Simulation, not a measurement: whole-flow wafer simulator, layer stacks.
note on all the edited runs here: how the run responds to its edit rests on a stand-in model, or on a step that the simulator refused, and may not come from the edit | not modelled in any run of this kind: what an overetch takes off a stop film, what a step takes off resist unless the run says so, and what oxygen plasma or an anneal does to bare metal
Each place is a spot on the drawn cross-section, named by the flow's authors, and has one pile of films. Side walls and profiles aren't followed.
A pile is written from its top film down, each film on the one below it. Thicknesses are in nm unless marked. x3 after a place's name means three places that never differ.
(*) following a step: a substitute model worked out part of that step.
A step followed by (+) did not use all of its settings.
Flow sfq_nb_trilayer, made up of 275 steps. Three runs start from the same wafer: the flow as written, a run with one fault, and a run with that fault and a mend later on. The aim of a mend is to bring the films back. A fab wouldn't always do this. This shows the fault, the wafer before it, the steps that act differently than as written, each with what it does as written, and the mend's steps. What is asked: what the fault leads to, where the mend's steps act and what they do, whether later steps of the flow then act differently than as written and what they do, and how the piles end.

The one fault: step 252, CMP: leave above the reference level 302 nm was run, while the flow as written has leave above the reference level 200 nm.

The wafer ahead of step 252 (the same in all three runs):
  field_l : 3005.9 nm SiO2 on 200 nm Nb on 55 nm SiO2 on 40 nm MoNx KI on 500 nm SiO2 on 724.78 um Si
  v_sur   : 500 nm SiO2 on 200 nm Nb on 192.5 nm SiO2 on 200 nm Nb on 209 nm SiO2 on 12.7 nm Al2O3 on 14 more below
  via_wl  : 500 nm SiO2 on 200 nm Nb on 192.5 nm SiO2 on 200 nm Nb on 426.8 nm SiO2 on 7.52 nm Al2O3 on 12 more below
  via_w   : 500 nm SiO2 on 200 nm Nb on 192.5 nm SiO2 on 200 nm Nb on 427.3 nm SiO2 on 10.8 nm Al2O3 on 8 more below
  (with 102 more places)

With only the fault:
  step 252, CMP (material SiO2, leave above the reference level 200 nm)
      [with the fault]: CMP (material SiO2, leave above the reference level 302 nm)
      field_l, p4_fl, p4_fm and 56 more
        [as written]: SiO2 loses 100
        [with the fault]: nothing
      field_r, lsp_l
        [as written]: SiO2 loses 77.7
        [with the fault]: nothing
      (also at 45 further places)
  Steps further on in the flow that do not act as written (6 other steps are not shown; they differ only slightly, by no more than 2% or 0.5 nm, whichever is larger):
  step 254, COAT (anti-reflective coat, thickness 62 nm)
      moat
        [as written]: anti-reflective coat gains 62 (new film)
        [with the fault]: anti-reflective coat gains 59.9 (new film)
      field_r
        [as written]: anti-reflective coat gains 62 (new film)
        [with the fault]: anti-reflective coat gains 71.1 (new film)
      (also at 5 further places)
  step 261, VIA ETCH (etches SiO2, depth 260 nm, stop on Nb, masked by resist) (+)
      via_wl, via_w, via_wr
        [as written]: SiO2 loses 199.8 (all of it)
        [with the fault]: SiO2 loses 260
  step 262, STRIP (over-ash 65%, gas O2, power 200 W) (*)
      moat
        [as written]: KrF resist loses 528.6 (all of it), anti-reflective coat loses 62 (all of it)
        [with the fault]: KrF resist loses 526.8 (all of it), anti-reflective coat loses 59.9 (all of it)
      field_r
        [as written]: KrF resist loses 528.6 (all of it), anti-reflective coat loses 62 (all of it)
        [with the fault]: KrF resist loses 537.6 (all of it), anti-reflective coat loses 71.1 (all of it)
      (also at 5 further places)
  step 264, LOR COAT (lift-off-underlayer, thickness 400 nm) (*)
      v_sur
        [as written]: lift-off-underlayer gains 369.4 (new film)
        [with the fault]: lift-off-underlayer gains 360.2 (new film)
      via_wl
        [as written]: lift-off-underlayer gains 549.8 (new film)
        [with the fault]: lift-off-underlayer gains 594 (new film)
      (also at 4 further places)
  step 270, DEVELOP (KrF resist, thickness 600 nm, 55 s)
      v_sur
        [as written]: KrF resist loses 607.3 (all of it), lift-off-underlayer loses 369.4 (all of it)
        [with the fault]: KrF resist loses 609.1 (all of it), lift-off-underlayer loses 360.2 (all of it)
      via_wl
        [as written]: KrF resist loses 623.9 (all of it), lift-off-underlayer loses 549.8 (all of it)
        [with the fault]: KrF resist loses 631.4 (all of it), lift-off-underlayer loses 594 (all of it)
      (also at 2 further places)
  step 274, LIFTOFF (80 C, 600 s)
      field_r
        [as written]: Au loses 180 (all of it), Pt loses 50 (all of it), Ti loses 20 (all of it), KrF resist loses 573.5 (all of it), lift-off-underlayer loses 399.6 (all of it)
        [with the fault]: Au loses 180 (all of it), Pt loses 50 (all of it), Ti loses 20 (all of it), KrF resist loses 576.4 (all of it), lift-off-underlayer loses 415.7 (all of it)
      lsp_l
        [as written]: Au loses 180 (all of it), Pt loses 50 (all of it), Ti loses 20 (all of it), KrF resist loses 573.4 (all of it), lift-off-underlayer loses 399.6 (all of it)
        [with the fault]: Au loses 180 (all of it), Pt loses 50 (all of it), Ti loses 20 (all of it), KrF resist loses 577 (all of it), lift-off-underlayer loses 414.8 (all of it)
  By the end, the piles at field_l, v_sur, via_wl and 103 more depart from the flow's by more than 2% or 0.5 nm, whichever is larger.
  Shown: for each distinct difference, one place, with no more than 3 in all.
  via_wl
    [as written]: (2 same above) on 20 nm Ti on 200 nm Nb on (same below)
    [with the fault]: (2 same above) on 20 nm Ti on 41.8 nm SiO2 on 200 nm Nb on (same below)
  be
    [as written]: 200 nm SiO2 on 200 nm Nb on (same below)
    [with the fault]: 302 nm SiO2 on 200 nm Nb on (same below)
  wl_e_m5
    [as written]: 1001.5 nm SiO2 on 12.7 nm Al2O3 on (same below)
    [with the fault]: 1101.5 nm SiO2 on 12.7 nm Al2O3 on (same below)

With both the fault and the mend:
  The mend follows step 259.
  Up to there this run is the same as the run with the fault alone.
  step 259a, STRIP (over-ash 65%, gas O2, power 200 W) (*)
      p4_w1, p3_s1, p3_l2 and 10 more
        KrF resist loses 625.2 (all of it), anti-reflective coat loses 62 (all of it)
      p4_g1, p4_w2, p4_g2, p4_w3, p4_fr, m7r_line_l x2, m7r_space_l x2
        KrF resist loses 625.1 (all of it), anti-reflective coat loses 62 (all of it)
      wl_j_sl, wl_jj, wl_j_sr and 6 more
        KrF resist loses 624.9 (all of it), anti-reflective coat loses 61.9 (all of it)
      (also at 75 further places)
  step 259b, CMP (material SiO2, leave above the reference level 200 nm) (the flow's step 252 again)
      field_l, p4_fl, p4_fm and 56 more
        SiO2 loses 100
      v_sur, via_wl, via_w and 40 more
        SiO2 loses 102
      field_r, lsp_l
        SiO2 loses 77.7
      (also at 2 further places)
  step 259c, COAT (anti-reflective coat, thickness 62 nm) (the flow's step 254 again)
      field_l, v_sur, via_wl and 103 more
        anti-reflective coat gains 62 (new film)
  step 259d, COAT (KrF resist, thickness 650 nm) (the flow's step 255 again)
      field_l, v_sur, via_wl and 103 more
        KrF resist gains 650 (new film)
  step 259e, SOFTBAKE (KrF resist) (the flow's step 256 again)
      leaves every film unchanged at each place that is followed
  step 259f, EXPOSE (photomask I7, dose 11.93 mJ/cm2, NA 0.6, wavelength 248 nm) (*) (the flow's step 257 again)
      leaves every film unchanged at each place that is followed
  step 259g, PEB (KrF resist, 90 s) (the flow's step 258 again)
      field_l, v_sur, via_wl and 103 more
        KrF resist loses 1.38
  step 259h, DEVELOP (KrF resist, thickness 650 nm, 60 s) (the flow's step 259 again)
      field_l, v_sur, via_sp and 100 more
        KrF resist loses 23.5
      via_wl, via_w, via_wr
        KrF resist loses 648.6 (all of it)
  None of the later steps of the flow acts differently than as written at any place that is followed.
  By the end, the piles equal the flow's at every place that both follow.
